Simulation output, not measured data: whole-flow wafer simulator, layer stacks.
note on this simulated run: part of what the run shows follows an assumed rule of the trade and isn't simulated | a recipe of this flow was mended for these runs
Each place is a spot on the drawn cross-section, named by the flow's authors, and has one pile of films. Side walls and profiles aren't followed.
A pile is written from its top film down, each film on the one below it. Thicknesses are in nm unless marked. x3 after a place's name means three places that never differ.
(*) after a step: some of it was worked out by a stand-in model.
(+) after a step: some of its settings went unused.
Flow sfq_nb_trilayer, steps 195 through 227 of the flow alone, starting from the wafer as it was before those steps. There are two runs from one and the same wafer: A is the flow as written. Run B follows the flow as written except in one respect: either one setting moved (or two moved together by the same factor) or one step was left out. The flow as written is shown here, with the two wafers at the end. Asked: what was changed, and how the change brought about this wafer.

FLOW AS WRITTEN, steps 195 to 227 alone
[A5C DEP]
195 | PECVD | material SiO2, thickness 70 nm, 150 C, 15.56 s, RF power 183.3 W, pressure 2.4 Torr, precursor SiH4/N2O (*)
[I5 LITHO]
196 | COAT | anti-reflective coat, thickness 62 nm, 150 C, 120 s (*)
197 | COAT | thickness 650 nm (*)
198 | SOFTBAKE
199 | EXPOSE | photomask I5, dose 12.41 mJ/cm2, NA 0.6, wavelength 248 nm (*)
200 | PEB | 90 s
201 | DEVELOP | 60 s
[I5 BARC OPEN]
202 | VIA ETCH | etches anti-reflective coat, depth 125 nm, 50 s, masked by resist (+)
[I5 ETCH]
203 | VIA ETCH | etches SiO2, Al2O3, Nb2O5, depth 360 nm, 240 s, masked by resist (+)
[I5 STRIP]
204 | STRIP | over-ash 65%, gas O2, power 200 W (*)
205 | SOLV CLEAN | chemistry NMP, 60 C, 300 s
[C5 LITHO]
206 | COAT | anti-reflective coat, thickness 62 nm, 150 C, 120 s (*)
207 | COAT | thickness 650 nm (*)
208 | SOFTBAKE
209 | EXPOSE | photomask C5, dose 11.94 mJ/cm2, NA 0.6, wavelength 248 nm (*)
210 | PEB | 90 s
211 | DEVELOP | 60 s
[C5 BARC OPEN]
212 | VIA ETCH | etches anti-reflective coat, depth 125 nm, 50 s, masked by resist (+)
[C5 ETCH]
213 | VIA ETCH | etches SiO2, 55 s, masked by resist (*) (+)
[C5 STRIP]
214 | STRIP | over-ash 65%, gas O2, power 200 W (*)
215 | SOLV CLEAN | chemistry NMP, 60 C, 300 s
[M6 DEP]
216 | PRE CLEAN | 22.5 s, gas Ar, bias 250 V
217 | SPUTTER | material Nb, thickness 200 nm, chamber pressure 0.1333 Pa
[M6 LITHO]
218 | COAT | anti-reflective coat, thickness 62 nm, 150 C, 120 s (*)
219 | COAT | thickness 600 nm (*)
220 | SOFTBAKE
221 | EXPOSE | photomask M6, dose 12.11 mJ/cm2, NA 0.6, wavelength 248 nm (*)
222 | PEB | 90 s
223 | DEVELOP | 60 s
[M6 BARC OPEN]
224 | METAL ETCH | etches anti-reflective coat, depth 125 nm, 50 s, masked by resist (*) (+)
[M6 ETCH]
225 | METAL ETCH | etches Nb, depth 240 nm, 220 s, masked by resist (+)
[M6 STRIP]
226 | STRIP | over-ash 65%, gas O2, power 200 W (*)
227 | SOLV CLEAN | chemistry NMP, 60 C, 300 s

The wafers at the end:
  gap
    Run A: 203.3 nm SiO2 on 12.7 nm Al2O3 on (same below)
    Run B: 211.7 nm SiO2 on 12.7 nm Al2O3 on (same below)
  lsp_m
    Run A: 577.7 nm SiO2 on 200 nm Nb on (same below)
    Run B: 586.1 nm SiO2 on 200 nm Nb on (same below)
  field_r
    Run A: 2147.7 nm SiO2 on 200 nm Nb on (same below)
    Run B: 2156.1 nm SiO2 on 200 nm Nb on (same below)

Cause: step 195, PECVD: thickness 78.4 nm was run, whereas the flow has thickness 70 nm; step 195, PECVD: 17.42 s was run, where the flow has 15.56 s.

The path from the change to this, step by step:
  195 | PECVD | material SiO2, thickness 70 nm, 150 C, 15.56 s, RF power 183.3 W, pressure 2.4 Torr, precursor SiH4/N2O (*)
      field_l, v_sur, via_wl and 92 more: A +70 SiO2 | B +78.4 SiO2
      ce_l, c5j, ce_r and 8 more: A +70 SiO2 (new film) | B +78.4 SiO2 (new film)
  203 | VIA ETCH | etches SiO2, Al2O3, Nb2O5, depth 360 nm, 240 s, masked by resist (+)
      be: A -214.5 SiO2 (all of it), -12.7 Al2O3 (all of it), -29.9 Nb2O5 (all of it), -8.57 Nb | B -222.9 SiO2 (all of it), -12.7 Al2O3 (all of it), -29.9 Nb2O5 (all of it), -7.87 Nb
  213 | VIA ETCH | etches SiO2, 55 s, masked by resist (*) (+)
      c5j: A -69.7 SiO2 (all of it), -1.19 Nb | B -78.1 SiO2 (all of it), -0.49 Nb
      res: A -69.7 SiO2 (all of it), -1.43 Ti | B -78.1 SiO2 (all of it), -0.59 Ti
  218 | COAT | anti-reflective coat, thickness 62 nm, 150 C, 120 s (*)
      jj_sur: A +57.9 anti-reflective coat (new film) | B +56.5 anti-reflective coat (new film)
      ce_l: A +56.7 anti-reflective coat (new film) | B +54.7 anti-reflective coat (new film)
      (as well as at 5 more places)
  226 | STRIP | over-ash 65%, gas O2, power 200 W (*)
      jj_sur: A -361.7 KrF-resist-other-grade (all of it), -57.9 anti-reflective coat (all of it) | B -362.2 KrF-resist-other-grade (all of it), -56.5 anti-reflective coat (all of it)
      ce_l: A -369.7 KrF-resist-other-grade (all of it), -56.7 anti-reflective coat (all of it) | B -370.7 KrF-resist-other-grade (all of it), -54.7 anti-reflective coat (all of it)
      (as well as at 5 more places)
